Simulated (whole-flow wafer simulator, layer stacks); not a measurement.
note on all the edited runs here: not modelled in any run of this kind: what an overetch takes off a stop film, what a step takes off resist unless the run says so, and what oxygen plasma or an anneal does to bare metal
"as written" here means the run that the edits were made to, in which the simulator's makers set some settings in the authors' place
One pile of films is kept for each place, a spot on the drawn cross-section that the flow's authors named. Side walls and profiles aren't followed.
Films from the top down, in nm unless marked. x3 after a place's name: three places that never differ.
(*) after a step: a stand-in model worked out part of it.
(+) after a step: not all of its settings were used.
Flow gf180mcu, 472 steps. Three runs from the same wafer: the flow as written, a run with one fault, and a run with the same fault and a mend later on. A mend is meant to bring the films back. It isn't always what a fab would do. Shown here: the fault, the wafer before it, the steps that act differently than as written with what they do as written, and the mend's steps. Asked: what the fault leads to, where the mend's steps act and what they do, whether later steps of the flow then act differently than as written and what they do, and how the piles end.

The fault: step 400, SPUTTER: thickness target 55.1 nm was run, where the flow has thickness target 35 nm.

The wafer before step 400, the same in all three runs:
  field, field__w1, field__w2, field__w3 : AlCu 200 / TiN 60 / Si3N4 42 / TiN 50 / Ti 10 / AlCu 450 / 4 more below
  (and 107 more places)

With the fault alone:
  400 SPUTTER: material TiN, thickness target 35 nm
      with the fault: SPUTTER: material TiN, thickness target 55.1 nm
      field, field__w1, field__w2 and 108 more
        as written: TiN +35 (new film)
        with the fault: TiN +55.1 (new film)
  Later steps of the flow that act differently than as written (6 more steps differ only slightly, by at most 2% or 0.5 nm, whichever is larger, and aren't shown):
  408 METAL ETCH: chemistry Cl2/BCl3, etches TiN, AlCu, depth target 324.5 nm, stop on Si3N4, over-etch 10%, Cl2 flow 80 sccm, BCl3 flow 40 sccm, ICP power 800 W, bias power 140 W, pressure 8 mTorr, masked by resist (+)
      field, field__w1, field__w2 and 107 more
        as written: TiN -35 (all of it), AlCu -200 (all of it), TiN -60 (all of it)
        with the fault: TiN -55.1 (all of it), AlCu -200 (all of it), TiN -60 (all of it)
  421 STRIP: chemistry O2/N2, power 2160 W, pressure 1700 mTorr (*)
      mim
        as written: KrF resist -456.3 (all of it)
        with the fault: KrF resist -441.3 (all of it)
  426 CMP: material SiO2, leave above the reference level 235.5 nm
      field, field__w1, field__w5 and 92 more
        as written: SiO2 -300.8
        with the fault: SiO2 -280.7
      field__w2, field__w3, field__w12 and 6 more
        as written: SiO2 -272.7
        with the fault: SiO2 -252.6
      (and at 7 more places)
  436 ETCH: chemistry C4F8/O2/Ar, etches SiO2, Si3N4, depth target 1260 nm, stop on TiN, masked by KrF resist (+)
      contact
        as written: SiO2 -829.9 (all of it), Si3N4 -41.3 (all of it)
        with the fault: SiO2 -850 (all of it), Si3N4 -41.3 (all of it)
  At the end the piles differ from the flow's by more than 2% or 0.5 nm, whichever is larger, at field__w8, contact, m1, m1__w1, mim, m1_nw.
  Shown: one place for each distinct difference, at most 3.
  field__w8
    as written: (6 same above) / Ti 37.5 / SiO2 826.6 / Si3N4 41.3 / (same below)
    with the fault: (6 same above) / Ti 37.5 / SiO2 846.7 / Si3N4 41.3 / (same below)
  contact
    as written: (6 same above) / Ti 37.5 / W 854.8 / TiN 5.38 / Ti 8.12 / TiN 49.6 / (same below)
    with the fault: (6 same above) / Ti 37.5 / W 875.1 / TiN 5.32 / Ti 8.03 / TiN 49.6 / (same below)
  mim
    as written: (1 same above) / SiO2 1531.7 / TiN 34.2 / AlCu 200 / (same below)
    with the fault: (1 same above) / SiO2 1531.7 / TiN 54.3 / AlCu 200 / (same below)

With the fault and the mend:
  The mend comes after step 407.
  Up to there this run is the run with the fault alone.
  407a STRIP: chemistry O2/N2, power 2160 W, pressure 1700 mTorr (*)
      mim
        resist -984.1 (all of it)
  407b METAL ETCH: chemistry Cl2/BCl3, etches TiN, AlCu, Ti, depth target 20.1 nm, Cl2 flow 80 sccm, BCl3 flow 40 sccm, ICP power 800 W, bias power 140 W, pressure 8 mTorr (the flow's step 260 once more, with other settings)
      field, field__w1, field__w2 and 108 more
        TiN -20.1
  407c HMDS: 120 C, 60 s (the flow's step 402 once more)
      changes no film at any place that is followed
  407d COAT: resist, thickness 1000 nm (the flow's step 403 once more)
      field, field__w1, field__w2 and 108 more
        resist +1000 (new film)
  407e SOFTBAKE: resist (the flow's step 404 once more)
      changes no film at any place that is followed
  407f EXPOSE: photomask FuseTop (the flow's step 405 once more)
      changes no film at any place that is followed
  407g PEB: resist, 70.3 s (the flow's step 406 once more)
      field, field__w1, field__w2 and 108 more
        resist -15.9
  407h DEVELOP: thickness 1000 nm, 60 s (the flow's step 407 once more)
      field, field__w1, field__w2 and 107 more
        resist -984.1 (all of it)
  No later step of the flow acts differently than as written at any place that is followed.
  At the end the piles are the same as the flow's at every place that both follow.
